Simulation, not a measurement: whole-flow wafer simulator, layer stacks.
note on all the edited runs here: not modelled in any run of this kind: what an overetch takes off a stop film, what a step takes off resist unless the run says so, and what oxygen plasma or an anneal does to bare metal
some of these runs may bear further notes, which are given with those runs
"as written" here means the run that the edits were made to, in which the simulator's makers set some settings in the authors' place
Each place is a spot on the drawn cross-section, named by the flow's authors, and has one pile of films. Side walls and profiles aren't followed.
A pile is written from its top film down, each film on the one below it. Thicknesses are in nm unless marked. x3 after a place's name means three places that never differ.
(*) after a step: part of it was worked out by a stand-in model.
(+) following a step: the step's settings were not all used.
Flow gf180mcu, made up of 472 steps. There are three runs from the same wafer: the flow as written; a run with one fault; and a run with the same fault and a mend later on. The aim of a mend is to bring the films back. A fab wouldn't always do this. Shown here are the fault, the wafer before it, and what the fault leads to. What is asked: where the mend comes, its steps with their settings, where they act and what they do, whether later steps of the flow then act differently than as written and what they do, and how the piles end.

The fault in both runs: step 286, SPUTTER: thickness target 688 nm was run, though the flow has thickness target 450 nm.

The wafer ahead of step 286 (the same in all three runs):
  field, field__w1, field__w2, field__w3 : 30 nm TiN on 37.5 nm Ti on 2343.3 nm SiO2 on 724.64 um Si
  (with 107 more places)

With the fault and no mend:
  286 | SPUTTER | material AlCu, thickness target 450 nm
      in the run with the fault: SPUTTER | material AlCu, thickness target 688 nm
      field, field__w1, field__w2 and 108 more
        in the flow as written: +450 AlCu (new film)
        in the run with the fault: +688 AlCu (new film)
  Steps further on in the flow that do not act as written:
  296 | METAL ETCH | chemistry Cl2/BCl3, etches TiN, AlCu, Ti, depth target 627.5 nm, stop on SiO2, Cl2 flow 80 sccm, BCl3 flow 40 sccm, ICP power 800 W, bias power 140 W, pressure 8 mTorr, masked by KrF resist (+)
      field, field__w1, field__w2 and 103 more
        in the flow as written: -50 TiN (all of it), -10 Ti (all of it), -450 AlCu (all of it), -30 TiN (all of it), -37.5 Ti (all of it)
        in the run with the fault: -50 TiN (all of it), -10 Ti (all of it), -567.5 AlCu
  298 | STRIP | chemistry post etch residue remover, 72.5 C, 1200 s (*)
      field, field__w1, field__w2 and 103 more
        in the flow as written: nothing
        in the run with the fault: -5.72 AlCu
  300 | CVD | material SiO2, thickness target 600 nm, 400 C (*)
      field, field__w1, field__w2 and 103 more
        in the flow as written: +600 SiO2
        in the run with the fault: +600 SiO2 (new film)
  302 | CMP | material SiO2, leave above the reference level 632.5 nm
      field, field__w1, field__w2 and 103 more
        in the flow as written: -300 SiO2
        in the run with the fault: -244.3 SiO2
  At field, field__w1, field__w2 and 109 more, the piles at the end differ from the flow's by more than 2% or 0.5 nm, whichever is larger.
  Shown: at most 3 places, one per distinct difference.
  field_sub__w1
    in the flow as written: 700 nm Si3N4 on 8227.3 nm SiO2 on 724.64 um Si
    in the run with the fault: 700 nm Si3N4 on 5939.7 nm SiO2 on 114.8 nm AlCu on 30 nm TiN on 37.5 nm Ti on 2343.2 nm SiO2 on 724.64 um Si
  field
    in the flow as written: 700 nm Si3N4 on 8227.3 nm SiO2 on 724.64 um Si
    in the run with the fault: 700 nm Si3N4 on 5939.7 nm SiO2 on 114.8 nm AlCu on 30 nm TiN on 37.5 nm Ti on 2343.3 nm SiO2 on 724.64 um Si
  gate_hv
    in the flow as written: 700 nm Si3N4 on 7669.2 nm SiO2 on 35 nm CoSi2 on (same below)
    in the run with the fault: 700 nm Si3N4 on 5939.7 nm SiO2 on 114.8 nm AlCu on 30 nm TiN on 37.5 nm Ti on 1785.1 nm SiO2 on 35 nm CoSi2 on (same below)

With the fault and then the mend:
  The mend stands after step 286.
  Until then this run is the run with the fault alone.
  286a | METAL ETCH | chemistry Cl2/BCl3, etches TiN, AlCu, Ti, depth target 238 nm, Cl2 flow 80 sccm, BCl3 flow 40 sccm, ICP power 800 W, bias power 140 W, pressure 8 mTorr (the flow's step 260, run once more with other settings)
      field, field__w1, field__w2 and 108 more
        -238 AlCu
  None of the later steps of the flow acts differently than as written at any place that is followed.
  At every place that both follow, the piles at the end match the flow's.
